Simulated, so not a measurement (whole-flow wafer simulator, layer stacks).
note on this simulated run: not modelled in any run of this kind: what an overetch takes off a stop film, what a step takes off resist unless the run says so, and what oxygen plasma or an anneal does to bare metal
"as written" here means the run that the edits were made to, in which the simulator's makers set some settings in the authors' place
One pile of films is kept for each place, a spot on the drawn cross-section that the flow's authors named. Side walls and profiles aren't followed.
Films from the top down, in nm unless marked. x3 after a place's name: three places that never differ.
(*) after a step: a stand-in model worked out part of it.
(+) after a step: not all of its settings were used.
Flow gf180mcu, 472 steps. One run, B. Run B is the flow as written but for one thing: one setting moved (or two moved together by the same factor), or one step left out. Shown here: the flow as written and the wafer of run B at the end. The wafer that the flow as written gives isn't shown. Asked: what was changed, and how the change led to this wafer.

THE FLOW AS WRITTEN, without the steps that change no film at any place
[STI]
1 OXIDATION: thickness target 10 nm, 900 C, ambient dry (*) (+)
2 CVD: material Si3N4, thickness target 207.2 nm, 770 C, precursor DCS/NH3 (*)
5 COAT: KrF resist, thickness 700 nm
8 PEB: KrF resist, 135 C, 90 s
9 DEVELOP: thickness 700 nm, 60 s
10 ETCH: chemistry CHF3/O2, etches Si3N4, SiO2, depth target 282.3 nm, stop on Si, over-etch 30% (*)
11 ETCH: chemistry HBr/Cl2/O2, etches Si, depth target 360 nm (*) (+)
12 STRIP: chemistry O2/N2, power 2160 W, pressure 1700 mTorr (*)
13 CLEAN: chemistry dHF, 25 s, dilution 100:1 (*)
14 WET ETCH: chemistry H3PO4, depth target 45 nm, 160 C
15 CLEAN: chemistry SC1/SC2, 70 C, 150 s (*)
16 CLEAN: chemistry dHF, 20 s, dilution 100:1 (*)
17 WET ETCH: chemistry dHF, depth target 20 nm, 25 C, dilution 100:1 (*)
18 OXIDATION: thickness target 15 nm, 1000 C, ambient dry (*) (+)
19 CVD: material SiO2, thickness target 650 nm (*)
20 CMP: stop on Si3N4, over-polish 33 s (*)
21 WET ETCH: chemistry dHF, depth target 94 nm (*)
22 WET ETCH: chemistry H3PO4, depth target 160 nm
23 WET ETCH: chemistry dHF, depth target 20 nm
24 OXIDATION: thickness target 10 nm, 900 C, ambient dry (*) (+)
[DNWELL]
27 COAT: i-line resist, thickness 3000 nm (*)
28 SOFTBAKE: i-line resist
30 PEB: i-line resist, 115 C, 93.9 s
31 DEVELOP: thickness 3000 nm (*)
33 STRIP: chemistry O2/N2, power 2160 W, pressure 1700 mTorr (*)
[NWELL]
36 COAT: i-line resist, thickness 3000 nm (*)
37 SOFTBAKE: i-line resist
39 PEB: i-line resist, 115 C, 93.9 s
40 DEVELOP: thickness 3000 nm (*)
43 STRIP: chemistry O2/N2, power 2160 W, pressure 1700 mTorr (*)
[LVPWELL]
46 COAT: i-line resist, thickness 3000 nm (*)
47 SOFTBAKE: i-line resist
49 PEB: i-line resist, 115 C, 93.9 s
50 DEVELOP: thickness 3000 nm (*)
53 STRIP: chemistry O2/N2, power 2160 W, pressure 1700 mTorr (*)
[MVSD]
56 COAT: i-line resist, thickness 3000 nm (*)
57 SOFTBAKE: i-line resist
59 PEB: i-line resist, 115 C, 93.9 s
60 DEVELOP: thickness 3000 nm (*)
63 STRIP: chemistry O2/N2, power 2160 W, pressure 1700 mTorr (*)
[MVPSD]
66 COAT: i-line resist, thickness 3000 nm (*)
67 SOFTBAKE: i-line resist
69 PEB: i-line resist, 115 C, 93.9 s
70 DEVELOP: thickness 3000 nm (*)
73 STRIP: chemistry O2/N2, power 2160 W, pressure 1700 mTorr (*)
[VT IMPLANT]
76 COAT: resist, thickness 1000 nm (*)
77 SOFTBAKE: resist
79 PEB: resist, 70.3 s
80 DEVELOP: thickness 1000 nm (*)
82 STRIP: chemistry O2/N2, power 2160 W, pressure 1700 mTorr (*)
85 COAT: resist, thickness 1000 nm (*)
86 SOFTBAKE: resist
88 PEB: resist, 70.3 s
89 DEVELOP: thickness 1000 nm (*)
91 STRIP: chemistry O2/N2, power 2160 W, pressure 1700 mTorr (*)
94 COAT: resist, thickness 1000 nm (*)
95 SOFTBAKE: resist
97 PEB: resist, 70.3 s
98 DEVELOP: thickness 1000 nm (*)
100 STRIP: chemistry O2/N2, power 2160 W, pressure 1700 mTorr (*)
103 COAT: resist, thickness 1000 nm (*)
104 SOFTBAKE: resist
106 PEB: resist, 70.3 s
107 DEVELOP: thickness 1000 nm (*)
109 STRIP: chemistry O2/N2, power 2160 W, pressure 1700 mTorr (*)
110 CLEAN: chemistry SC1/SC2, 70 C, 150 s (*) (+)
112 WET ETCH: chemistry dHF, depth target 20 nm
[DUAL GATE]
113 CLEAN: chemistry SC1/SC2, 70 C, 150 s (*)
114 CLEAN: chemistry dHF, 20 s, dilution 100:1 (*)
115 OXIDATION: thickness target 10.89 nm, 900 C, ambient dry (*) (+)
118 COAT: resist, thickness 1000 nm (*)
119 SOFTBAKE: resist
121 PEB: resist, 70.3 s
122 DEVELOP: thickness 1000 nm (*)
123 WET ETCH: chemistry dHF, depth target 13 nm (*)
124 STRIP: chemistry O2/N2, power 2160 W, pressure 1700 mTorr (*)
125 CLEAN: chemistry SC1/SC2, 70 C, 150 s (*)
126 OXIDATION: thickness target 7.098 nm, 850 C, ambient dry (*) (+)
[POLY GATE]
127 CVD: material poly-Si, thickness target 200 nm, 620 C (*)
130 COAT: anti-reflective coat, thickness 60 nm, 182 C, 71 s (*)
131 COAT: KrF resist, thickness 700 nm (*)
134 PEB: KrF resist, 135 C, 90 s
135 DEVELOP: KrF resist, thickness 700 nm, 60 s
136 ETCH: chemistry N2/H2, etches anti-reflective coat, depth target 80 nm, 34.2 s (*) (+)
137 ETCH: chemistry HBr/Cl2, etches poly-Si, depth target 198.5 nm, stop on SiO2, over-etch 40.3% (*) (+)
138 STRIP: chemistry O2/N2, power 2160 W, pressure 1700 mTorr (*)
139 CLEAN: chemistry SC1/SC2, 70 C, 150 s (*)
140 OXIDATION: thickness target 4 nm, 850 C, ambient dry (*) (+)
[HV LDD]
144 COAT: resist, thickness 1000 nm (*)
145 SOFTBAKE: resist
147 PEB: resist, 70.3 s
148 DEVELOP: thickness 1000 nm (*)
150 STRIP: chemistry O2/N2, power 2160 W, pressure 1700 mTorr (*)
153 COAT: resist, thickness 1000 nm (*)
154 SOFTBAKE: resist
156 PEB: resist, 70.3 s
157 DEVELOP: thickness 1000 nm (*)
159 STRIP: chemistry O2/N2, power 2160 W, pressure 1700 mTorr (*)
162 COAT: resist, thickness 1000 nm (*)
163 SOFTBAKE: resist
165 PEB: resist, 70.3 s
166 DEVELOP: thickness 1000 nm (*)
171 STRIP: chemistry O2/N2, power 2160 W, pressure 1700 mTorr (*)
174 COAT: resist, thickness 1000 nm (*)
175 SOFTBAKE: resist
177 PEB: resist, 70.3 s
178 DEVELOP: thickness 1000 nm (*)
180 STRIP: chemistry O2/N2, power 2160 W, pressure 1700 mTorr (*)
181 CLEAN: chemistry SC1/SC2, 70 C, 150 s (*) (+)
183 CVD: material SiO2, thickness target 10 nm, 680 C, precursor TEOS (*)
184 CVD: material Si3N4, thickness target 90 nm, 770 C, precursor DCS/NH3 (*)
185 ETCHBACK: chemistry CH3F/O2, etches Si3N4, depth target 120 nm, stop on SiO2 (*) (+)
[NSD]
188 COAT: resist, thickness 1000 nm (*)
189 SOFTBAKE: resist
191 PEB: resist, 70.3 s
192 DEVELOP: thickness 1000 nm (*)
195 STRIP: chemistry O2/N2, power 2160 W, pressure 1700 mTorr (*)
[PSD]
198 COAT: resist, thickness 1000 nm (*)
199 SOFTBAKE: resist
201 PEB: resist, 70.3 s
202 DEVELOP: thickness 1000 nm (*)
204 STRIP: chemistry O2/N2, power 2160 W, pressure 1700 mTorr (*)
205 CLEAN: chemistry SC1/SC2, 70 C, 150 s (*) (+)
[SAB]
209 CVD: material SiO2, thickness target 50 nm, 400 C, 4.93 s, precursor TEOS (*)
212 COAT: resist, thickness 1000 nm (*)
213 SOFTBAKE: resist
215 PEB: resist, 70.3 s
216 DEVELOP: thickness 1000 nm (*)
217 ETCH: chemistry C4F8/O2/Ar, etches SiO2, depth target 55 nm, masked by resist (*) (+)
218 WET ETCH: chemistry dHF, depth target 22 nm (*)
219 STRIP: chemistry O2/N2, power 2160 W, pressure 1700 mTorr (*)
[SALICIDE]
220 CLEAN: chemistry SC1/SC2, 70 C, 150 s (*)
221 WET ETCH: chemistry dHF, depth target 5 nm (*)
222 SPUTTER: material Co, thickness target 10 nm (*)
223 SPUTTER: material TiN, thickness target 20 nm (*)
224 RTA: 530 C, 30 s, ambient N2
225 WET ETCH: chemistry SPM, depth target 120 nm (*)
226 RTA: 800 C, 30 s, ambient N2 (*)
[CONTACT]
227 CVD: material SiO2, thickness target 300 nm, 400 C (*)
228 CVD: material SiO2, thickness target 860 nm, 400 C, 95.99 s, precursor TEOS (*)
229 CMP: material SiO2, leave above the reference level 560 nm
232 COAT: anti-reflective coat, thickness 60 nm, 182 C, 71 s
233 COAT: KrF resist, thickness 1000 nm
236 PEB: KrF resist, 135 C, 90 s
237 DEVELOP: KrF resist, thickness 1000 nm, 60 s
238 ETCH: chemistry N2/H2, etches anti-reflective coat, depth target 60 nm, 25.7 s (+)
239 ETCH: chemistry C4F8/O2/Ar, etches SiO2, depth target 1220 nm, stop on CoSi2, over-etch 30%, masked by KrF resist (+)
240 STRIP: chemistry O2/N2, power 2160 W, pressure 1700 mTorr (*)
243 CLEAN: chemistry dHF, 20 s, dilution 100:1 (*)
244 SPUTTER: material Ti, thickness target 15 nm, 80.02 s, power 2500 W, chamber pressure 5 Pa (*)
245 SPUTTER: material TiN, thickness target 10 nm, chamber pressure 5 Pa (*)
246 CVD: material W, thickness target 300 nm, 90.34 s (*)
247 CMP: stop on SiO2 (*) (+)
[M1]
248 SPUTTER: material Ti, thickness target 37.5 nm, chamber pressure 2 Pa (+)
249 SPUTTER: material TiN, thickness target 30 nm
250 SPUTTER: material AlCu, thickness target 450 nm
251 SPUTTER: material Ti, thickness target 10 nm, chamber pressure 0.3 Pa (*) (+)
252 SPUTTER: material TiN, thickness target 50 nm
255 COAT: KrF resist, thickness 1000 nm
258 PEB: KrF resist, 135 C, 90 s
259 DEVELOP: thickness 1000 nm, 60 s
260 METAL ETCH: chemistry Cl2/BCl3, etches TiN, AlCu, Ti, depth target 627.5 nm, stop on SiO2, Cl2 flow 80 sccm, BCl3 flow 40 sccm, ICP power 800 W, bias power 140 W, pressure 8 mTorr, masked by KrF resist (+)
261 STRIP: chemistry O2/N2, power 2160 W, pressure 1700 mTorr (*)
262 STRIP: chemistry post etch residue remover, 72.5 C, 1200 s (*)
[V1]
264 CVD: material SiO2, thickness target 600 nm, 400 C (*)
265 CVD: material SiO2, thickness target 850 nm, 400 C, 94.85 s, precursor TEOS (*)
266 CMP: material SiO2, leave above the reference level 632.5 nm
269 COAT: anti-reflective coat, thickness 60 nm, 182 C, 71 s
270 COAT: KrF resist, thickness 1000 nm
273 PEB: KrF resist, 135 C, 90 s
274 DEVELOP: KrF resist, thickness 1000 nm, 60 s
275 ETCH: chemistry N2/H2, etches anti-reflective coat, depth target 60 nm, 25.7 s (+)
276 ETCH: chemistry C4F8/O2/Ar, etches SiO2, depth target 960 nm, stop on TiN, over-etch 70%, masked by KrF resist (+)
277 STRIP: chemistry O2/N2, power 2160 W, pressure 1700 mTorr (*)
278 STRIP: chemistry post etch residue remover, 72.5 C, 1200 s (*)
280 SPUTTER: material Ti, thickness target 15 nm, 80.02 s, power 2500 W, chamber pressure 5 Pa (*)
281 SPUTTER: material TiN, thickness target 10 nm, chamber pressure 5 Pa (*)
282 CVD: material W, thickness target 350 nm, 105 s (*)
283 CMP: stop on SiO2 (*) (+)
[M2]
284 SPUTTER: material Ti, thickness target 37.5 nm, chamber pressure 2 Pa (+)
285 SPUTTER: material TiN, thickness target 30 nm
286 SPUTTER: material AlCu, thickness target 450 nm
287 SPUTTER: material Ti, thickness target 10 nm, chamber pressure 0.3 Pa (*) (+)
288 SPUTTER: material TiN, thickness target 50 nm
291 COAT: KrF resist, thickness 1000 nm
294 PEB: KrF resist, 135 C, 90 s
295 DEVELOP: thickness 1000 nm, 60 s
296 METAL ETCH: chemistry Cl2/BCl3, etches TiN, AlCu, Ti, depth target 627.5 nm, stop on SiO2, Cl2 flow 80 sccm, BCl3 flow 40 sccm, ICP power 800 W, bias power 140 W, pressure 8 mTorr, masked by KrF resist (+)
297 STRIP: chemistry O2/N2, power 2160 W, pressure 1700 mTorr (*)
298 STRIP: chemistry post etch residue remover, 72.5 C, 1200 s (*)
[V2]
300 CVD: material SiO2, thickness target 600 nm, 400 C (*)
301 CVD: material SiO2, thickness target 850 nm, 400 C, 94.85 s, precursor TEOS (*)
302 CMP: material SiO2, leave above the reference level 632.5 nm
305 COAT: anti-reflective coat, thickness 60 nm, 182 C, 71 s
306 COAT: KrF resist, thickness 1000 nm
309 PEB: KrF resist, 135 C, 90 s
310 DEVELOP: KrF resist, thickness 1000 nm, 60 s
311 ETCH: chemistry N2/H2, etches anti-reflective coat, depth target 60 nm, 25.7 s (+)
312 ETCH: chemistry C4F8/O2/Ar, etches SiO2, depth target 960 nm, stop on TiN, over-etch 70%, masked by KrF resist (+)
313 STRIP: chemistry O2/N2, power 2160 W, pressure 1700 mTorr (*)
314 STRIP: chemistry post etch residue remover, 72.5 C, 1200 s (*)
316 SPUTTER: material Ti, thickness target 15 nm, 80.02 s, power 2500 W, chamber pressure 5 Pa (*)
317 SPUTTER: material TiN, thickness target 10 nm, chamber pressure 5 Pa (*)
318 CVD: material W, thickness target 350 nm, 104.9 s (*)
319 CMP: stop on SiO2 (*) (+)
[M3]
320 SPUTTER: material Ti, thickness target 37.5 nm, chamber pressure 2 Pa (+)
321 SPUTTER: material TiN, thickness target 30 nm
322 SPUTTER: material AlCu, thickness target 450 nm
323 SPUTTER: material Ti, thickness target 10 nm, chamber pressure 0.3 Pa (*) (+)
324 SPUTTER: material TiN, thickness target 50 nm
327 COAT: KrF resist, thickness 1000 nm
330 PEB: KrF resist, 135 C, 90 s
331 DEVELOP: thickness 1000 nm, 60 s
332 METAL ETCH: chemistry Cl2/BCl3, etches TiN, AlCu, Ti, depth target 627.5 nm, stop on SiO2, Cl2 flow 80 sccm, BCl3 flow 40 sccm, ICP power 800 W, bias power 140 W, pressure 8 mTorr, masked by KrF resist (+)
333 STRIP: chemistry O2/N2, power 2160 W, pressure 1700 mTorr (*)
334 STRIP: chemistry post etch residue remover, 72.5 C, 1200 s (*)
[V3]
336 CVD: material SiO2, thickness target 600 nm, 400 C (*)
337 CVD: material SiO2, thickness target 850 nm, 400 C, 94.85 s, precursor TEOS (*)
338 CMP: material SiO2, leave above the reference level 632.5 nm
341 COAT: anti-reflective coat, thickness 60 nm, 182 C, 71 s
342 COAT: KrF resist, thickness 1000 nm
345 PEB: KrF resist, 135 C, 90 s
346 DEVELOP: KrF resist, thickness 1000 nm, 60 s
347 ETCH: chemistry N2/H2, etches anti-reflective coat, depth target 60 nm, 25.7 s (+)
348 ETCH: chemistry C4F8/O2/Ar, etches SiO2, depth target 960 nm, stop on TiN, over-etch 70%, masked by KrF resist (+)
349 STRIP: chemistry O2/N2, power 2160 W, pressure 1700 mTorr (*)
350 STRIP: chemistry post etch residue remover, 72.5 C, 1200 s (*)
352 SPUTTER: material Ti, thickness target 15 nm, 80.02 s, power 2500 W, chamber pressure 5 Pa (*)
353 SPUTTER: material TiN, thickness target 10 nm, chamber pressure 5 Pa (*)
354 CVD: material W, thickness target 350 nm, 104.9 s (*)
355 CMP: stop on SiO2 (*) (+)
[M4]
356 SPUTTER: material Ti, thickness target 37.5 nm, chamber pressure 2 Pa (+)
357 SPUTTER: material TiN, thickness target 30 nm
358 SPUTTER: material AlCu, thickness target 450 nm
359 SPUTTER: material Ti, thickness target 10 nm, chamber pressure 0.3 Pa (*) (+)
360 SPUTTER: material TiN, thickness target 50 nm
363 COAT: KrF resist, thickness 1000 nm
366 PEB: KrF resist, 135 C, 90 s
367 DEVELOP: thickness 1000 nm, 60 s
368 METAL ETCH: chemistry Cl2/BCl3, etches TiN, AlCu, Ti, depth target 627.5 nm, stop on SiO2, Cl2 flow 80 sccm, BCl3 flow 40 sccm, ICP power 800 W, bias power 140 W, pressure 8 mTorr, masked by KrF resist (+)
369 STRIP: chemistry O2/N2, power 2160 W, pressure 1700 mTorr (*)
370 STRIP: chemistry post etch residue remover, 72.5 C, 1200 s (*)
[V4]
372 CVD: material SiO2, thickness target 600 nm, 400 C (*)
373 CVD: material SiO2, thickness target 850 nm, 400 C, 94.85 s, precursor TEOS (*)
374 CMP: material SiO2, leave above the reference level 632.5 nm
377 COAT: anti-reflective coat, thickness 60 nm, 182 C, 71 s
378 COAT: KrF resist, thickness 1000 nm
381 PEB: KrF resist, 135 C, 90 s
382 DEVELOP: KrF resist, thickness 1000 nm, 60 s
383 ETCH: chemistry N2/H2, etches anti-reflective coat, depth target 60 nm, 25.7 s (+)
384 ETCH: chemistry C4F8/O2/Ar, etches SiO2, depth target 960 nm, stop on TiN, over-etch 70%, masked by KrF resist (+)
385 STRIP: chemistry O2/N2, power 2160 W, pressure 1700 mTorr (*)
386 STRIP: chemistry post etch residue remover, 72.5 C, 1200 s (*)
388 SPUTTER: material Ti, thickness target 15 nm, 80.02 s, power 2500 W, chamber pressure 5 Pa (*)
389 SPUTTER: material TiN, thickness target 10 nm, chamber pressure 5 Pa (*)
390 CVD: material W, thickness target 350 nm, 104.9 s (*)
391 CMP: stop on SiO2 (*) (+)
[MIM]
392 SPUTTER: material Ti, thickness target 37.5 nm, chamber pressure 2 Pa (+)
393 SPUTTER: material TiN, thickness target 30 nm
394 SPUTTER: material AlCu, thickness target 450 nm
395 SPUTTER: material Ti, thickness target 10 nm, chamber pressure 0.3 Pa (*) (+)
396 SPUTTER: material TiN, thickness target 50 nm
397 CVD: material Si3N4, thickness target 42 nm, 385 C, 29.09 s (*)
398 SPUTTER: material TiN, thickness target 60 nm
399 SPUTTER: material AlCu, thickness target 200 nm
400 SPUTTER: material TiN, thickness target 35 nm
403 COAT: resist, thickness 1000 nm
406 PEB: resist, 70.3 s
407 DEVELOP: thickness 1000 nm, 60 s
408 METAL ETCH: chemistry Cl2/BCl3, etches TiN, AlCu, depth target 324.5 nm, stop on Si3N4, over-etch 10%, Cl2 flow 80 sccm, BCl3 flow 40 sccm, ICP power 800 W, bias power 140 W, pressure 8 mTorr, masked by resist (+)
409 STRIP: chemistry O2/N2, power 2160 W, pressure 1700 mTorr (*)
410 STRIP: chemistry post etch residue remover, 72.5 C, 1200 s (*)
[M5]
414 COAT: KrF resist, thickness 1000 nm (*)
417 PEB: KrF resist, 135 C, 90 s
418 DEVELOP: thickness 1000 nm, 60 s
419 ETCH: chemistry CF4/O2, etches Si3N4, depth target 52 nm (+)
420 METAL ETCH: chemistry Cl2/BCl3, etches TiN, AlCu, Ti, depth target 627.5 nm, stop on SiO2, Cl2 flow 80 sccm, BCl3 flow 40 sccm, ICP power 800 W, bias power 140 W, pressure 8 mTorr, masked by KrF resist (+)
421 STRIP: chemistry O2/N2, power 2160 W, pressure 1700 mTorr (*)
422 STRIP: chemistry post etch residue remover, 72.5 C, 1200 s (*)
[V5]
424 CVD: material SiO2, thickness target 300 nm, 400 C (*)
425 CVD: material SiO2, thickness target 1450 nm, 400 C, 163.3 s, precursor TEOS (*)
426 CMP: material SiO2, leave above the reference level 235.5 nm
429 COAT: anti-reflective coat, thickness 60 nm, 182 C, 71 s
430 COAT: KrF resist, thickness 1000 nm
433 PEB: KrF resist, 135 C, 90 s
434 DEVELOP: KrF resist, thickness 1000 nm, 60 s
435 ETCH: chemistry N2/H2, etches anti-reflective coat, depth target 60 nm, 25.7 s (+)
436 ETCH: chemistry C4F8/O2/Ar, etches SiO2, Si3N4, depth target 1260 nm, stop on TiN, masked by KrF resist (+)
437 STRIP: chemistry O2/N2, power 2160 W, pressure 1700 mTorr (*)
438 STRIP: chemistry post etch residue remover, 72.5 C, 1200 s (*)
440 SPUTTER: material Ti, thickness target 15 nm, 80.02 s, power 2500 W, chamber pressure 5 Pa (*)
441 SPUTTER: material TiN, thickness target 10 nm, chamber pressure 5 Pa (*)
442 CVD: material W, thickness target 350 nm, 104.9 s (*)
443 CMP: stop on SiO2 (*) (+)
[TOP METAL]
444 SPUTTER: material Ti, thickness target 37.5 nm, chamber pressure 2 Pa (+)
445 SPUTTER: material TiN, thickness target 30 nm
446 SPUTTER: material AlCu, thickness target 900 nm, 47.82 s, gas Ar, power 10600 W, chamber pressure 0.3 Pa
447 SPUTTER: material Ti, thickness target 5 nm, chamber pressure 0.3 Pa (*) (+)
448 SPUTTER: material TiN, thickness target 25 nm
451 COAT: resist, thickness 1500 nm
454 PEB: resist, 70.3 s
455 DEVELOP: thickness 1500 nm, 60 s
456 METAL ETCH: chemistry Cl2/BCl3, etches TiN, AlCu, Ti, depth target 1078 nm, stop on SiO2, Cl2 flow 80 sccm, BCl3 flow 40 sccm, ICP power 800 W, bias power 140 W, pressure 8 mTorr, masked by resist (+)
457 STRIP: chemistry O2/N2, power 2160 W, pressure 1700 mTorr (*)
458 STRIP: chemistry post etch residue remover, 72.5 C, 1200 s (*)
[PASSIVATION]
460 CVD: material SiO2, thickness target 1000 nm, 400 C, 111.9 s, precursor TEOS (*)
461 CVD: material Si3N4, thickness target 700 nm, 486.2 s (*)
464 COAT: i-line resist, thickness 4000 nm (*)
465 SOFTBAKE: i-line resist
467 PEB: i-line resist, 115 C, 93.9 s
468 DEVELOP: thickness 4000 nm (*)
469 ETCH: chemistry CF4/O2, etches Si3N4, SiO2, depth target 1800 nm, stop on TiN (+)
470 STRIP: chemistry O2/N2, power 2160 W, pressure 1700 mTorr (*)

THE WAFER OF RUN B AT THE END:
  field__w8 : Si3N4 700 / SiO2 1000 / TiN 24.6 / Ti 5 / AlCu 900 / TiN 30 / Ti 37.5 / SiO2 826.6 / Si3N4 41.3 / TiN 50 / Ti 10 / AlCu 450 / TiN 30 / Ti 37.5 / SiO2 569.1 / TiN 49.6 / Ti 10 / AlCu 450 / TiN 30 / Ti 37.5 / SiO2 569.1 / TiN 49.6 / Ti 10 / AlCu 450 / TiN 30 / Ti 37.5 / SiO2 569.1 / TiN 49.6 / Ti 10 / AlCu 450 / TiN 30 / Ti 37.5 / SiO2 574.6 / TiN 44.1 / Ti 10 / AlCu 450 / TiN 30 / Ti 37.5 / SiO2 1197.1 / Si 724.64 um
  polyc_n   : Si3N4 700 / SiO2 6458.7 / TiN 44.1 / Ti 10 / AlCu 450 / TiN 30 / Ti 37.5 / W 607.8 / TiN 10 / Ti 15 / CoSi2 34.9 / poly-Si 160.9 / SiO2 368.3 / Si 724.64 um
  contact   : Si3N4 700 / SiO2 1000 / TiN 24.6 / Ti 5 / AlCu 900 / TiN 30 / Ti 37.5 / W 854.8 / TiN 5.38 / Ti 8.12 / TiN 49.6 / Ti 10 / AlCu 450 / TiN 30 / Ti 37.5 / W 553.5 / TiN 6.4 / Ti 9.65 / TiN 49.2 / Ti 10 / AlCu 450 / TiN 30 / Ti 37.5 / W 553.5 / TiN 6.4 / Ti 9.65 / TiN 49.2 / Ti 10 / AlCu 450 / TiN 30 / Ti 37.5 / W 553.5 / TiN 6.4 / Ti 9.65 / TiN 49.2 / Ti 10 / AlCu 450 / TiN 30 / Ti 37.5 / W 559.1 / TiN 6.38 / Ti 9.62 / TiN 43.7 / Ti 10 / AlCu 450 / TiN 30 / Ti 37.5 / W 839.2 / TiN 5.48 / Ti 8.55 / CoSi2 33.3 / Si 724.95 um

The cause: step 252, SPUTTER: thickness target 44.5 nm was run, where the flow has thickness target 50 nm.

How the change led to this, step by step:
  252 SPUTTER: material TiN, thickness target 50 nm
      field, field__w1, field__w2 and 108 more: TiN +44.5 (new film) (as written it would be: TiN +50 (new film))
  260 METAL ETCH: chemistry Cl2/BCl3, etches TiN, AlCu, Ti, depth target 627.5 nm, stop on SiO2, Cl2 flow 80 sccm, BCl3 flow 40 sccm, ICP power 800 W, bias power 140 W, pressure 8 mTorr, masked by KrF resist (+)
      field, field__w1, field__w2 and 99 more: TiN -44.5 (all of it), Ti -10 (all of it), AlCu -450 (all of it), TiN -30 (all of it), Ti -37.5 (all of it) (as written it would be: TiN -50 (all of it), Ti -10 (all of it), AlCu -450 (all of it), TiN -30 (all of it), Ti -37.5 (all of it))
